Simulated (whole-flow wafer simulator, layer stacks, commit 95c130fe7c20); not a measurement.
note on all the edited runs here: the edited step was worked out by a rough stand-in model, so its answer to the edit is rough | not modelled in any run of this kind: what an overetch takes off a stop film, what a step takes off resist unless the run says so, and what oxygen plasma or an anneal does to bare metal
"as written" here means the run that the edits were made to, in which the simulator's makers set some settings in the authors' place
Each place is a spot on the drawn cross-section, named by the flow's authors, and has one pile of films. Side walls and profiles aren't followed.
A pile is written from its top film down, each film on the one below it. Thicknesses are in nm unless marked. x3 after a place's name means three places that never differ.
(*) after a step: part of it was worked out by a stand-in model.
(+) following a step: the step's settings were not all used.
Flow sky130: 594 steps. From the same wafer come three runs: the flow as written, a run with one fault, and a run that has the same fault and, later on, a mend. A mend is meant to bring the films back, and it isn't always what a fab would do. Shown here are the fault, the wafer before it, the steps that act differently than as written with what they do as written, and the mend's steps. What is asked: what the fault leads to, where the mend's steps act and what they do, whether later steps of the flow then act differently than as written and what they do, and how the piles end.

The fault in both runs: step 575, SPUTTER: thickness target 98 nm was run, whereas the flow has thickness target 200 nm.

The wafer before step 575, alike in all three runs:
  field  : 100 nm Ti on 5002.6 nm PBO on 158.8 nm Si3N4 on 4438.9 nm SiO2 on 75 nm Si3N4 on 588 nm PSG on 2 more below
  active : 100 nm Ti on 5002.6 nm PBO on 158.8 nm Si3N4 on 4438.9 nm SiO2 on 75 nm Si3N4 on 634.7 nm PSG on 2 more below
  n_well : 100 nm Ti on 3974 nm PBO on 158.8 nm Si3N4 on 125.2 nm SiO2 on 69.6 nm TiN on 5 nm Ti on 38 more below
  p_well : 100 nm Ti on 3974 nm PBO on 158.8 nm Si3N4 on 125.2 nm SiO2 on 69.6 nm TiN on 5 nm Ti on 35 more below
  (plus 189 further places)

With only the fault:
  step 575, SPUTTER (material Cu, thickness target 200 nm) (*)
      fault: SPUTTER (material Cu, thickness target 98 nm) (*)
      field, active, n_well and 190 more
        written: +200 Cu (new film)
        fault: +98 Cu (new film)
  Later steps of the flow acting differently than as written (6 more steps, not shown, differ only slightly: by at most 2% or 0.5 nm, whichever is larger):
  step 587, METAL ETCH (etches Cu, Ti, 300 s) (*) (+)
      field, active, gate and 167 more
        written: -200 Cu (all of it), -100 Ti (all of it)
        fault: -98 Cu (all of it), -100 Ti (all of it)
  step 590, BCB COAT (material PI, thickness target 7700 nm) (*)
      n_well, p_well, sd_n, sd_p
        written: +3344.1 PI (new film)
        fault: +3446.1 PI (new film)
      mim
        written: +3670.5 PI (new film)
        fault: +3767.9 PI (new film)
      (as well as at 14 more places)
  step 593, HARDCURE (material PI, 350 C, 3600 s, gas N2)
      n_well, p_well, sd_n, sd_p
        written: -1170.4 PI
        fault: -1206.1 PI
  At n_well, p_well, sd_n and 20 more, the piles at the end differ from the flow's by more than 2% or 0.5 nm, whichever is larger.
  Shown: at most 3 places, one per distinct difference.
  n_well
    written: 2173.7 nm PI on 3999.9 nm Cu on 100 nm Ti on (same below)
    fault: 2240 nm PI on 3897.9 nm Cu on 100 nm Ti on (same below)
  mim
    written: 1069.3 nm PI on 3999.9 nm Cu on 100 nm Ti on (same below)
    fault: 1164.8 nm PI on 3897.9 nm Cu on 100 nm Ti on (same below)
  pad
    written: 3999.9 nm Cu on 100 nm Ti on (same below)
    fault: 3897.9 nm Cu on 100 nm Ti on (same below)

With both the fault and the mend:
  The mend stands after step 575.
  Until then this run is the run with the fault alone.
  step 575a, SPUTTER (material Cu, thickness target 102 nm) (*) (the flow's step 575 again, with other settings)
      field, active, n_well and 190 more
        +102 Cu
  Every later step of the flow that is run acts as written at every place that is followed.
  At every place that both follow, the piles at the end match the flow's.
